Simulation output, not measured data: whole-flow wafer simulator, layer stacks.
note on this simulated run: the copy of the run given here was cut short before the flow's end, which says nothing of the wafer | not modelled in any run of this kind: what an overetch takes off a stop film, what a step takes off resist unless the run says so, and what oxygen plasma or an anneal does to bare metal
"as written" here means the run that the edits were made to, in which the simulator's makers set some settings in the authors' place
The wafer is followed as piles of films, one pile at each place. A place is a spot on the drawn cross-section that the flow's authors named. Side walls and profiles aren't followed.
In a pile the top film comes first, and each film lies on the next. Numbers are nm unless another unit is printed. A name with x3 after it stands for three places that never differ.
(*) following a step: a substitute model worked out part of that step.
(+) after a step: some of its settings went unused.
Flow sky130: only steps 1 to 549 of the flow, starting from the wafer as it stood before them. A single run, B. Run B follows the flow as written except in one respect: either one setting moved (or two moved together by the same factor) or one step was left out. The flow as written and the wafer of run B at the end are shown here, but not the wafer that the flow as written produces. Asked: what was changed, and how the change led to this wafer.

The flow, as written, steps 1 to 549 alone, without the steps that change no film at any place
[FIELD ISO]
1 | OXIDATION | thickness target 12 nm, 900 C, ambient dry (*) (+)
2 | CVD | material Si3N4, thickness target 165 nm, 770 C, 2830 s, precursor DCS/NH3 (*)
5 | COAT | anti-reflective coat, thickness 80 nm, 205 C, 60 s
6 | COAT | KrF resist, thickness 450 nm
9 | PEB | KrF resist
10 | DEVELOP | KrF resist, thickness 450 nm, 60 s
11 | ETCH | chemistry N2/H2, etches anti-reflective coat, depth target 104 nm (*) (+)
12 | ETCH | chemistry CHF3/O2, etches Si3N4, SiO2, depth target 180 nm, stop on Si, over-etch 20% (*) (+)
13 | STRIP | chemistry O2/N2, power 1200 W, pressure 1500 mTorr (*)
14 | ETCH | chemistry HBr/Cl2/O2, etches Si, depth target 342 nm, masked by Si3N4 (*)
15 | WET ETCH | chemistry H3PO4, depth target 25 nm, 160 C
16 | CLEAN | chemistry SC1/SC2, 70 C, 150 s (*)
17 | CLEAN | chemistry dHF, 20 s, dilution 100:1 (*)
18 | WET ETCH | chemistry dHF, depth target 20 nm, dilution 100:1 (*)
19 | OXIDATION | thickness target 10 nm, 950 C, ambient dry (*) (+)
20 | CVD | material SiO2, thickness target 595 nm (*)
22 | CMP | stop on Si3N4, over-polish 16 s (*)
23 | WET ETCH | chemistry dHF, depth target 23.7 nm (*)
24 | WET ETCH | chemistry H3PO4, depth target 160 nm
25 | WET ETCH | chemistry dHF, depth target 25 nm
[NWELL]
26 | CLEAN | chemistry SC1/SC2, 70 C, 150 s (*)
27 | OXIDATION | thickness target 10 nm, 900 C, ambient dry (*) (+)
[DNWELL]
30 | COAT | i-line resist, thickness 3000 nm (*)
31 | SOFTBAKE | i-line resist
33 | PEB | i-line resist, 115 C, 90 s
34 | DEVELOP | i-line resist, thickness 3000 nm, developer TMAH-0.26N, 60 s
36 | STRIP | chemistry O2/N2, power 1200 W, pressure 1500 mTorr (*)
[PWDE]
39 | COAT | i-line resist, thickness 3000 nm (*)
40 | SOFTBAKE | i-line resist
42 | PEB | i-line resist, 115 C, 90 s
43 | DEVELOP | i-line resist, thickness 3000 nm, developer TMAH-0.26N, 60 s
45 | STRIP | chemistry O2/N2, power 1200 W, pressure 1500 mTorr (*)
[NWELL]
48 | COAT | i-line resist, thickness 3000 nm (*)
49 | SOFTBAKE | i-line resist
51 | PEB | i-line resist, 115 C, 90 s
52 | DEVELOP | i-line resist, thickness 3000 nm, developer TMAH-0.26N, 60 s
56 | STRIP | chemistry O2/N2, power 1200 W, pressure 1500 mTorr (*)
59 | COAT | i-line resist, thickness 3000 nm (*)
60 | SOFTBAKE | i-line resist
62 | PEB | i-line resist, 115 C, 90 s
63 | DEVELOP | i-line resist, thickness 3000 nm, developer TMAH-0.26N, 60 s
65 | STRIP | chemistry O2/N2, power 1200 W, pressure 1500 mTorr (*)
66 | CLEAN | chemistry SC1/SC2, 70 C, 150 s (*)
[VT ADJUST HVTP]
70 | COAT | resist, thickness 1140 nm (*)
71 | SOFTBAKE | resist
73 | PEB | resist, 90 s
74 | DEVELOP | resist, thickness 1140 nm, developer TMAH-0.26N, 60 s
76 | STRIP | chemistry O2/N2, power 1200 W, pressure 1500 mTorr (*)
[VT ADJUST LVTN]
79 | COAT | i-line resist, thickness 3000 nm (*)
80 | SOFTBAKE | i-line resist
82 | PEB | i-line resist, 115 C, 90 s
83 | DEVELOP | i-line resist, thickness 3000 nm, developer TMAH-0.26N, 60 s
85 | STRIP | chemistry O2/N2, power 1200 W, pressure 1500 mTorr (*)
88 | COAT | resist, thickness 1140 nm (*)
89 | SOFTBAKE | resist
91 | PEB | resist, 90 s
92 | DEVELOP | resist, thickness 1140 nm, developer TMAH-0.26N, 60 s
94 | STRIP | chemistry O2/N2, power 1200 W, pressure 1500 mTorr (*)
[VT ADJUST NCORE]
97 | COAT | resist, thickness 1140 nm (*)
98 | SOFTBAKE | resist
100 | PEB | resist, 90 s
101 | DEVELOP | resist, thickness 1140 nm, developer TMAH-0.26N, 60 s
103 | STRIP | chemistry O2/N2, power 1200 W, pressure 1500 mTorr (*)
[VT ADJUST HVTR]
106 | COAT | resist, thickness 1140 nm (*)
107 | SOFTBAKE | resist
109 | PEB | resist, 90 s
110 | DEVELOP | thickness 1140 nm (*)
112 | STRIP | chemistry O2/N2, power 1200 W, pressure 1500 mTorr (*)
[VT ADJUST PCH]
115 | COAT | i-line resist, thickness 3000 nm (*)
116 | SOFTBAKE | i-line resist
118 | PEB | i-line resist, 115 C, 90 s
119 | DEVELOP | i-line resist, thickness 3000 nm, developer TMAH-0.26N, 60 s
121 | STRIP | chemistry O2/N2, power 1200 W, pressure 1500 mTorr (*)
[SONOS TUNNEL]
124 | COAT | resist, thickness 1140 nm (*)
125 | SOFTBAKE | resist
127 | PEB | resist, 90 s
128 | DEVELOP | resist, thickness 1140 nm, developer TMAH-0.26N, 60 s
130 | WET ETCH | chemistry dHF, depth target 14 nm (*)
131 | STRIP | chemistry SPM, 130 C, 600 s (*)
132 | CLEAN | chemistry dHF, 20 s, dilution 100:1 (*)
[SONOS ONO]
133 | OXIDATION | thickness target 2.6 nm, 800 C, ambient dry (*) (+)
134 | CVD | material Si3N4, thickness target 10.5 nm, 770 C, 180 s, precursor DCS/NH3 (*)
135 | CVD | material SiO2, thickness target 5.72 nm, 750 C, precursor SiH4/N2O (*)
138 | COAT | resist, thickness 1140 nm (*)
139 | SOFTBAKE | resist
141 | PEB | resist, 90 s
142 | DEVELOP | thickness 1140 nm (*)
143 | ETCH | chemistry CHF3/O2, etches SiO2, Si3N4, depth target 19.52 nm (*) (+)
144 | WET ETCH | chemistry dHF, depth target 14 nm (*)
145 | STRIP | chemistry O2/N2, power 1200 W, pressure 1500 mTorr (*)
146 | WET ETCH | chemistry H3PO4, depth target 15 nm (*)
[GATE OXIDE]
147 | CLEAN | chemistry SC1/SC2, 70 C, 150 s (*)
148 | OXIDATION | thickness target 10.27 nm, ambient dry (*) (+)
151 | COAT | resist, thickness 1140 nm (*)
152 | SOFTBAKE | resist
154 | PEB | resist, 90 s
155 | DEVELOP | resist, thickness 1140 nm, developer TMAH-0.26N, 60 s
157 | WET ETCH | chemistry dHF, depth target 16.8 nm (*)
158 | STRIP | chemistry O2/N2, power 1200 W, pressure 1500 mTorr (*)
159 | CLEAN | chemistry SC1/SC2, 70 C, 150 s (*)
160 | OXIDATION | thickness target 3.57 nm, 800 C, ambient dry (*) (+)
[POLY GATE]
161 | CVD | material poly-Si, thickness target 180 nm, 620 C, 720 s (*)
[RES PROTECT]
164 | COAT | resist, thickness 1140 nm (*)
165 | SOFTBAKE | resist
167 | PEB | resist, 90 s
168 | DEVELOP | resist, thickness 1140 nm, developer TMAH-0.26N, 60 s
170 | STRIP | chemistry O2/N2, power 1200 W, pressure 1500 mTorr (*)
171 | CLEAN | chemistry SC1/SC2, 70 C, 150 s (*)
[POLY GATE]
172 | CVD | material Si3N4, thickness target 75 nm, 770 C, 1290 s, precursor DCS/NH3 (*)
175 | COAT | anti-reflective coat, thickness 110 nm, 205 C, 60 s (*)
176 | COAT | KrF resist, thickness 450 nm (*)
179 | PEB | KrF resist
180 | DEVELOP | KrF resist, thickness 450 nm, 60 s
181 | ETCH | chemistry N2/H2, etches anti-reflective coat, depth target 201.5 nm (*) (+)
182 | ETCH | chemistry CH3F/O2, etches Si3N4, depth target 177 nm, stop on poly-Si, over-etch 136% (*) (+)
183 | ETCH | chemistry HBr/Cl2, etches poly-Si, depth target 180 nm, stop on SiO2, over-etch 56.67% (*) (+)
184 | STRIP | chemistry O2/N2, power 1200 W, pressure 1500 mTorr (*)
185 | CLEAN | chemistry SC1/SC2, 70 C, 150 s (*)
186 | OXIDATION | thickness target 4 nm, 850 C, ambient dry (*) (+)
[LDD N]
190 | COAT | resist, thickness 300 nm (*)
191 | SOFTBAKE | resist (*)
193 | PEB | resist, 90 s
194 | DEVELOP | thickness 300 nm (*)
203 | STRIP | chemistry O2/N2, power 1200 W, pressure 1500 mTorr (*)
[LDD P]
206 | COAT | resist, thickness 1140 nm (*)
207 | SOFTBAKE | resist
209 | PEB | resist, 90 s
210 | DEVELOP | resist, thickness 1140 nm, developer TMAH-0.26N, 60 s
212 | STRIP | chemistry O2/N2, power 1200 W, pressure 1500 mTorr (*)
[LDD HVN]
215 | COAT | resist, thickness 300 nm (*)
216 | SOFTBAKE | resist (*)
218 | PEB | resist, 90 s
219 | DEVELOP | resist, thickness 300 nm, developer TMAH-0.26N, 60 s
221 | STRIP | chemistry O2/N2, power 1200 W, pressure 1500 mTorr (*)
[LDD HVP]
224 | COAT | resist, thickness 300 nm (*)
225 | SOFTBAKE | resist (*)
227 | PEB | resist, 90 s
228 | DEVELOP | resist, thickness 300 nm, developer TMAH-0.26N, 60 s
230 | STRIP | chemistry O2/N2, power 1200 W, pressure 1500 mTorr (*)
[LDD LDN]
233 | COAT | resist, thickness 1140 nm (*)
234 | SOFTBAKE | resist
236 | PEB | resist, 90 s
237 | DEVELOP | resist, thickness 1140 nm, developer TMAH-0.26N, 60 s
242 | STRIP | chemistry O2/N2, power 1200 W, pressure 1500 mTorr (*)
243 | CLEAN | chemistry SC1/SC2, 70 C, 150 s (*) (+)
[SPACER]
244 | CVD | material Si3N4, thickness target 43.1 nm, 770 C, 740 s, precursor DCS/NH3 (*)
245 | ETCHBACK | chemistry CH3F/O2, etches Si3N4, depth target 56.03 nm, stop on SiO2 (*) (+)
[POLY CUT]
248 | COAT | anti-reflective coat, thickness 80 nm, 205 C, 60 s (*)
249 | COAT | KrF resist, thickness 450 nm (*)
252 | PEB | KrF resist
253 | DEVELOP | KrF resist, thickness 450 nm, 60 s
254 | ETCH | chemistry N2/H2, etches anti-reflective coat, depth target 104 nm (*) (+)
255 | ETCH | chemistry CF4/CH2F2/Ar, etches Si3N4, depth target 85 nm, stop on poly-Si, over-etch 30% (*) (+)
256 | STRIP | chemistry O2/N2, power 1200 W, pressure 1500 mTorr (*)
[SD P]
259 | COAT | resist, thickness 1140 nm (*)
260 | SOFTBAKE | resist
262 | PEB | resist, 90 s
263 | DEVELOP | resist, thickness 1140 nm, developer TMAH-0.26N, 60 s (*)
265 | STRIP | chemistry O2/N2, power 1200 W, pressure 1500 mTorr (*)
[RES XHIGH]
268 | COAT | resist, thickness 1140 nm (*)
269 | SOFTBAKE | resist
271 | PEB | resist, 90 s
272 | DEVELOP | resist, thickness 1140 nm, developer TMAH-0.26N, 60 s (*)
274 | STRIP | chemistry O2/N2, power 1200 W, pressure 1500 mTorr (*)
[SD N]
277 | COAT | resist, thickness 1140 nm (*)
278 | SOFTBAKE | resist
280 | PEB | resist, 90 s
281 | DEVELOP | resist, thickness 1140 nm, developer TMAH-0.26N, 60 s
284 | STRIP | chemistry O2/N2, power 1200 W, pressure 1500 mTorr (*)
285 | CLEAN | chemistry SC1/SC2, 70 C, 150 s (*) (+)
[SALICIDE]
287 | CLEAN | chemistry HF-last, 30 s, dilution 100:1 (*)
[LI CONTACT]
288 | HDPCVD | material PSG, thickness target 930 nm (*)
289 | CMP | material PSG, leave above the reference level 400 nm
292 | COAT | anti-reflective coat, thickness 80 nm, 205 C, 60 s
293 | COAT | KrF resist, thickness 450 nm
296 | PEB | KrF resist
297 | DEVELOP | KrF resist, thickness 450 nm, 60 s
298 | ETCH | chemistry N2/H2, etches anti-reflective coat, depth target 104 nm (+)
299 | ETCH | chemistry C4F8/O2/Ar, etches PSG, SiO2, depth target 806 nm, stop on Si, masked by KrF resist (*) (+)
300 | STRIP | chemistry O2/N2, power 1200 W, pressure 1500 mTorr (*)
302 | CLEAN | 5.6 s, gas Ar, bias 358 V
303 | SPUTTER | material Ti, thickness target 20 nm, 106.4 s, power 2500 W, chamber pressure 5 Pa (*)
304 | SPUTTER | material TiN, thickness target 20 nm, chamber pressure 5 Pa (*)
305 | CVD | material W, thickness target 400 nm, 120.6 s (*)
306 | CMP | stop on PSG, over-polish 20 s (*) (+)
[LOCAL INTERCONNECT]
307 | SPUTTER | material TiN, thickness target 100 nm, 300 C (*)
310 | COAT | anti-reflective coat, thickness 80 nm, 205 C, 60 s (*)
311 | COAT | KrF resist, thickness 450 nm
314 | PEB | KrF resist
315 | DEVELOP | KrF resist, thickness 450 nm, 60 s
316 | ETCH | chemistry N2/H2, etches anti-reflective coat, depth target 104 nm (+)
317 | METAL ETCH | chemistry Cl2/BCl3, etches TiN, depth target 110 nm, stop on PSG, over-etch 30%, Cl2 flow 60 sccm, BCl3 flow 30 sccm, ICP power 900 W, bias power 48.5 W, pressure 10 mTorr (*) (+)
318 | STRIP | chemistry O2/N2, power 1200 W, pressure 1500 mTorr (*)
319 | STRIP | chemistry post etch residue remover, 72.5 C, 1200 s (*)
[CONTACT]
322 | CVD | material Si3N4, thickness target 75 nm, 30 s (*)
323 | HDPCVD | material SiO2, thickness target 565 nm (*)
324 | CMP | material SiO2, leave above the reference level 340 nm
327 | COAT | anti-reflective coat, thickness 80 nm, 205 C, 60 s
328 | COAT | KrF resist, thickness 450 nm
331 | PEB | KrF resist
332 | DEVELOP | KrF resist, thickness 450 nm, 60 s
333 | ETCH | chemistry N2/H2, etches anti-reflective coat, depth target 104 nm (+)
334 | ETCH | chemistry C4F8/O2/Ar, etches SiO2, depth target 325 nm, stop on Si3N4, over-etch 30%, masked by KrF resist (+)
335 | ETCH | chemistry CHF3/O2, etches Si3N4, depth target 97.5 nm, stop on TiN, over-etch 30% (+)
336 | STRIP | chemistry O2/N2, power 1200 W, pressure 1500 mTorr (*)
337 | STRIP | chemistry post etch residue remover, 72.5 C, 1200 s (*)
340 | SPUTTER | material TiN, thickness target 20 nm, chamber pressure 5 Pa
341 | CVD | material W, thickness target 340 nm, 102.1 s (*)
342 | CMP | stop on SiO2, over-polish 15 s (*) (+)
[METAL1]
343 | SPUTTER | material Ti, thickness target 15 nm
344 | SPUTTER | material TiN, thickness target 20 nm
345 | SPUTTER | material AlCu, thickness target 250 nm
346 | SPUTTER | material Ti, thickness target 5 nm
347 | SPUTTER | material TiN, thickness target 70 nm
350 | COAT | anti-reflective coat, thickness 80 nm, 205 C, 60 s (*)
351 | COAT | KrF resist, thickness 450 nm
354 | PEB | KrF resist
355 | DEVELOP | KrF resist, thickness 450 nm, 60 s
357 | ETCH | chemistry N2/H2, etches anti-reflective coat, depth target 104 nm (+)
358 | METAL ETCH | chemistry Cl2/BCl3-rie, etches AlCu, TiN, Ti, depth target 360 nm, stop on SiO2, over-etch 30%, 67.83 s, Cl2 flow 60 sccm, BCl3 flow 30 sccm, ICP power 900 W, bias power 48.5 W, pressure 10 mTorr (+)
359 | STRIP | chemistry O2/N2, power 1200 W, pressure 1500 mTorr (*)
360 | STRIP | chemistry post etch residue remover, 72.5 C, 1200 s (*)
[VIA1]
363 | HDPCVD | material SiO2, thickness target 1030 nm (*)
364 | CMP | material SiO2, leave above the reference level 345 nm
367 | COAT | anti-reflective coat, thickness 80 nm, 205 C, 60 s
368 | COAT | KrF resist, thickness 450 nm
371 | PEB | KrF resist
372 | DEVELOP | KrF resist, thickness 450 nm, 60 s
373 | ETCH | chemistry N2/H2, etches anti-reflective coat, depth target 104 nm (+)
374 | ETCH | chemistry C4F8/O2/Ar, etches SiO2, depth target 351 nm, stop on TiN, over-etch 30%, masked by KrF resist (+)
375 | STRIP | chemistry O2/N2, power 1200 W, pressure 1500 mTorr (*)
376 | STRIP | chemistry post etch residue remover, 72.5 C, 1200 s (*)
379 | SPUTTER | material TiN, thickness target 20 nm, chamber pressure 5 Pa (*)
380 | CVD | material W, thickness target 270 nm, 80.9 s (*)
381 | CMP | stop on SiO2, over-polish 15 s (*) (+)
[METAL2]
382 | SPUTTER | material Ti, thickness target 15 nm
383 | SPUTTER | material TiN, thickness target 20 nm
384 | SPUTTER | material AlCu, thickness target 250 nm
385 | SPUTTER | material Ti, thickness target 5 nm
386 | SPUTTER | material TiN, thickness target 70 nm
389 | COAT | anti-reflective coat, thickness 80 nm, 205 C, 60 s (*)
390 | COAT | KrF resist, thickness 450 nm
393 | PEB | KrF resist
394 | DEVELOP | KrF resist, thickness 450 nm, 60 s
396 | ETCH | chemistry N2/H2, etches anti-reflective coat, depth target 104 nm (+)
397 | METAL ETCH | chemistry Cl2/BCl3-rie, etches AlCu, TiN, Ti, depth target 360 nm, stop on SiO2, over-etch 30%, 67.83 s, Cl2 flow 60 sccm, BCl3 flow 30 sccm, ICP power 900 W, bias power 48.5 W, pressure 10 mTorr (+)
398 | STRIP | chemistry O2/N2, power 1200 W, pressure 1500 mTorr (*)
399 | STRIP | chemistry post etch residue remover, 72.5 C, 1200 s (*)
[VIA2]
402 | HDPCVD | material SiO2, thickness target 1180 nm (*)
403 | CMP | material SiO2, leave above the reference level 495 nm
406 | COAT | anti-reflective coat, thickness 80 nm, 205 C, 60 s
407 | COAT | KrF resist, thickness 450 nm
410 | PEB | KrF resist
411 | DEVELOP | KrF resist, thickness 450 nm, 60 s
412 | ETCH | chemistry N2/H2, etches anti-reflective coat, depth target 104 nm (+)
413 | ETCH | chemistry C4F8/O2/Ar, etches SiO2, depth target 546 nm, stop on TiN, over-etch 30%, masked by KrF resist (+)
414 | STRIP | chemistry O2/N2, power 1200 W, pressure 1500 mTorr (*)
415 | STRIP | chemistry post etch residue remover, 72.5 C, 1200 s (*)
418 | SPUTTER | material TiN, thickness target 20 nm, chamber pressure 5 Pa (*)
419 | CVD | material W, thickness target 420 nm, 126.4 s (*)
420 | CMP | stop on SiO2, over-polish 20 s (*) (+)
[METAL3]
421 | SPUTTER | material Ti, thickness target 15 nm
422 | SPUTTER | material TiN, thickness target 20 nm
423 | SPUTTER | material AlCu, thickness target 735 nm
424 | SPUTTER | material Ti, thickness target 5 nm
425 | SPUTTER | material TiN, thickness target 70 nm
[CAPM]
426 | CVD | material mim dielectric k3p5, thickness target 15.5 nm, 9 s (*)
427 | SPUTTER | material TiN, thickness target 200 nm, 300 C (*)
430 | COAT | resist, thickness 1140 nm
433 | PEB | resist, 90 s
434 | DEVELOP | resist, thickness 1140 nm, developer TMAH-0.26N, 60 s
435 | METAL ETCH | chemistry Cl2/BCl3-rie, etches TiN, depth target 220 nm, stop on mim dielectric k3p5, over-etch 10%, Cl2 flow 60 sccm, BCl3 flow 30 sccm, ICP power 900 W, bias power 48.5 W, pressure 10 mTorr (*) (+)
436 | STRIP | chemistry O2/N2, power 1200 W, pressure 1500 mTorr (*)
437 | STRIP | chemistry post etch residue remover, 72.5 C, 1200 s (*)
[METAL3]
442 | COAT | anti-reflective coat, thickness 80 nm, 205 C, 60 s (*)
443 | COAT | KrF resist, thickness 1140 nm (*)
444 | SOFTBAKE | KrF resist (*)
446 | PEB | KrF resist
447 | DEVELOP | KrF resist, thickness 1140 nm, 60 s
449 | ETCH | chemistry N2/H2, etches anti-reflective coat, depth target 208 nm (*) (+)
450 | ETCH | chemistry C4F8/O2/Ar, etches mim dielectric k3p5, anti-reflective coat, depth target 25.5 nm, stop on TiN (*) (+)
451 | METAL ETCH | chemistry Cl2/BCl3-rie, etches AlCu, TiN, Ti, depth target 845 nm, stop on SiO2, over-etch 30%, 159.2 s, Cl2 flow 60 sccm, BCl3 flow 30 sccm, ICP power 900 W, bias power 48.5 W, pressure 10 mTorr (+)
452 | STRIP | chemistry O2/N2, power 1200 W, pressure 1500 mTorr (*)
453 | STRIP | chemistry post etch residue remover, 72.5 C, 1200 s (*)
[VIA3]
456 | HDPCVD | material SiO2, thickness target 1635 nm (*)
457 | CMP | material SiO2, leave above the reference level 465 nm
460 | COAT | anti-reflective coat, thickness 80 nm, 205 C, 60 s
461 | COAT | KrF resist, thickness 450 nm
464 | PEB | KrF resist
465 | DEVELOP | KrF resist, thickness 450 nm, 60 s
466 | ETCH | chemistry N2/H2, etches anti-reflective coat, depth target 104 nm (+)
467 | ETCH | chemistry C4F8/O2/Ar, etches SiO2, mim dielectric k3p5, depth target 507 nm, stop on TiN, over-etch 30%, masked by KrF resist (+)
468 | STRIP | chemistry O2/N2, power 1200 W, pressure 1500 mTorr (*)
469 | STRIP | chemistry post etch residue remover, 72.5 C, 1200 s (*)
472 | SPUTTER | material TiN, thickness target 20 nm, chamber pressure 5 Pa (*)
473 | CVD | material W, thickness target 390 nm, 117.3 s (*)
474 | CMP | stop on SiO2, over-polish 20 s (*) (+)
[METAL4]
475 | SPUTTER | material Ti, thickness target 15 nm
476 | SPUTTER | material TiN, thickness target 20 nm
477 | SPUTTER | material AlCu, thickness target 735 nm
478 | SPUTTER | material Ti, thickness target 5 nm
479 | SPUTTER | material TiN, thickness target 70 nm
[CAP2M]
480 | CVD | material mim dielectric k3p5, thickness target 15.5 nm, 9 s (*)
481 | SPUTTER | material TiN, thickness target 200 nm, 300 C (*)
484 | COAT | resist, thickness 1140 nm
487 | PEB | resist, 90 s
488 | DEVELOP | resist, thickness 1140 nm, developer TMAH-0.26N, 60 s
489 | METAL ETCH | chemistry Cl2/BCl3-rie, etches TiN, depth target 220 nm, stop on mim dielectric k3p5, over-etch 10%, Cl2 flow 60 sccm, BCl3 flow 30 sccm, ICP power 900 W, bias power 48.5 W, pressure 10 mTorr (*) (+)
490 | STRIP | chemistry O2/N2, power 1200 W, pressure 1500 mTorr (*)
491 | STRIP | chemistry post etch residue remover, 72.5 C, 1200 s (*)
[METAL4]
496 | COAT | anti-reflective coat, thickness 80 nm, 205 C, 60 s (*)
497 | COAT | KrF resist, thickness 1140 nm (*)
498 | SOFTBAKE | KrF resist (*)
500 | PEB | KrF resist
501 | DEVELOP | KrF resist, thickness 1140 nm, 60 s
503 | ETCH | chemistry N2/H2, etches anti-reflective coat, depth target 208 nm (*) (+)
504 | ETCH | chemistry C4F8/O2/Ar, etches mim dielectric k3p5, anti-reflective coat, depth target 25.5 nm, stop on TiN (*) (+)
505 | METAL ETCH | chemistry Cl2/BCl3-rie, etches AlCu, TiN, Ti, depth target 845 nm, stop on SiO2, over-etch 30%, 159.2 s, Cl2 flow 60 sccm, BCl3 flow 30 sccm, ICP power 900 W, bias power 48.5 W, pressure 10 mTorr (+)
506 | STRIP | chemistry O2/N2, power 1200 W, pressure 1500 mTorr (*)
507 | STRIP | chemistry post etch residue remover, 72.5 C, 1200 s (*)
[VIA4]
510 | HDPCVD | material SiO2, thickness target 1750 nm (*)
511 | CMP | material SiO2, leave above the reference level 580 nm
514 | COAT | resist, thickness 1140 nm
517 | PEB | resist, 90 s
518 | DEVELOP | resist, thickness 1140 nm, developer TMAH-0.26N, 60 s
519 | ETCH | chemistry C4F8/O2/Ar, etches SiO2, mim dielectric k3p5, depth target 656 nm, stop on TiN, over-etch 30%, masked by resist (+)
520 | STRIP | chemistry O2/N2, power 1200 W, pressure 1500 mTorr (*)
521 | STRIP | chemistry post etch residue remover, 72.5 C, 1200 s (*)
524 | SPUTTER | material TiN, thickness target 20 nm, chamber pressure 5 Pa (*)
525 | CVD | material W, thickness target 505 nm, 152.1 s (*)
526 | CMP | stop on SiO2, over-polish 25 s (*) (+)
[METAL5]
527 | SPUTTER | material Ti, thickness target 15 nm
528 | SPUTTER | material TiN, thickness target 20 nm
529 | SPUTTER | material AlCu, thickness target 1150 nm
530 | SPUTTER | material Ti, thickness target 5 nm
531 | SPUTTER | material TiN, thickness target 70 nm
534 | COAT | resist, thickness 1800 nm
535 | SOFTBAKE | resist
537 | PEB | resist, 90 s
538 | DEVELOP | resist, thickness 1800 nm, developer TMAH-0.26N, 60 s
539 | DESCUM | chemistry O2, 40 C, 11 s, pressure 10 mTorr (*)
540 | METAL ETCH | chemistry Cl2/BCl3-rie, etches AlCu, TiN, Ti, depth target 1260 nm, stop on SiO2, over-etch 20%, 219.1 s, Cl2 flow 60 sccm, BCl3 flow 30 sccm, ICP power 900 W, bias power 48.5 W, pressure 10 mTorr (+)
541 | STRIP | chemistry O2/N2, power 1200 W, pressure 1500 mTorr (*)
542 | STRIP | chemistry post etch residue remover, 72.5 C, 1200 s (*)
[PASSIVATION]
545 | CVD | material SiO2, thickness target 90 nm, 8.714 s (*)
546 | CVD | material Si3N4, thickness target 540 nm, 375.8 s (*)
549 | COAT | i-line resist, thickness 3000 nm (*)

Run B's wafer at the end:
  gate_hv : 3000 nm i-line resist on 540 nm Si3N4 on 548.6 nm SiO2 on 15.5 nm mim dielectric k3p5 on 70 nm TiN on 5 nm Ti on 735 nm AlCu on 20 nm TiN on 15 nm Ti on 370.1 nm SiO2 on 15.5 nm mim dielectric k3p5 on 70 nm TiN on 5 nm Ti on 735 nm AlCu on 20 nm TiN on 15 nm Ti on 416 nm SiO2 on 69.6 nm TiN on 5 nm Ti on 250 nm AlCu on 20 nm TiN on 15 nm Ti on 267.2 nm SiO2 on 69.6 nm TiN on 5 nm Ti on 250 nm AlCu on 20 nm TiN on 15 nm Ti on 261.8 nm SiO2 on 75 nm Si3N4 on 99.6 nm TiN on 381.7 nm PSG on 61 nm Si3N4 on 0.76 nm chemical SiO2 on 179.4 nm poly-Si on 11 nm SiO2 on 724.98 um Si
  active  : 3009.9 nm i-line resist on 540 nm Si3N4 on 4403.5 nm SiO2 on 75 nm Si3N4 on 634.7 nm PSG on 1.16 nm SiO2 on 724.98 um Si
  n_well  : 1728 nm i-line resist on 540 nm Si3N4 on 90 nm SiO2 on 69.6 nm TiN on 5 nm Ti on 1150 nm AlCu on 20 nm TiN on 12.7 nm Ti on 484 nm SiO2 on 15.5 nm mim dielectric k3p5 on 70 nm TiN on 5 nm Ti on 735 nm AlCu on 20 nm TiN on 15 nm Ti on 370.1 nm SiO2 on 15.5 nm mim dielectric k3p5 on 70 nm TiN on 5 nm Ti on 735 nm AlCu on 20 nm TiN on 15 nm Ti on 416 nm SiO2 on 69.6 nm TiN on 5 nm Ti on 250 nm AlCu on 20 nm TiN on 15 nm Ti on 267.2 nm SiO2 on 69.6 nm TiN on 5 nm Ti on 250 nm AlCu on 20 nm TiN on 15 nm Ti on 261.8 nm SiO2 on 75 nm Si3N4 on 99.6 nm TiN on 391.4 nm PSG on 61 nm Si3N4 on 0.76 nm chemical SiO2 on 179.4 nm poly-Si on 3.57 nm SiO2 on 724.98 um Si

What caused this: step 527, SPUTTER: thickness target 12.7 nm was run, though the flow has thickness target 15 nm.
The wafer lets one read it off: n_well has Ti 12.7, and step 527 as written asks for 15 nm.

Step by step, how the change led to this:
  527 | SPUTTER | material Ti, thickness target 15 nm
      field, active, n_well and 190 more: +12.7 Ti (new film) (it would be, as written: +15 Ti (new film))
  540 | METAL ETCH | chemistry Cl2/BCl3-rie, etches AlCu, TiN, Ti, depth target 1260 nm, stop on SiO2, over-etch 20%, 219.1 s, Cl2 flow 60 sccm, BCl3 flow 30 sccm, ICP power 900 W, bias power 48.5 W, pressure 10 mTorr (+)
      field, active, gate and 175 more: -70 TiN (all of it), -5 Ti (all of it), -1150 AlCu (all of it), -20 TiN (all of it), -12.7 Ti (all of it), -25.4 SiO2 (it would be, as written: -70 TiN (all of it), -5 Ti (all of it), -1150 AlCu (all of it), -20 TiN (all of it), -15 Ti (all of it), -25.2 SiO2)
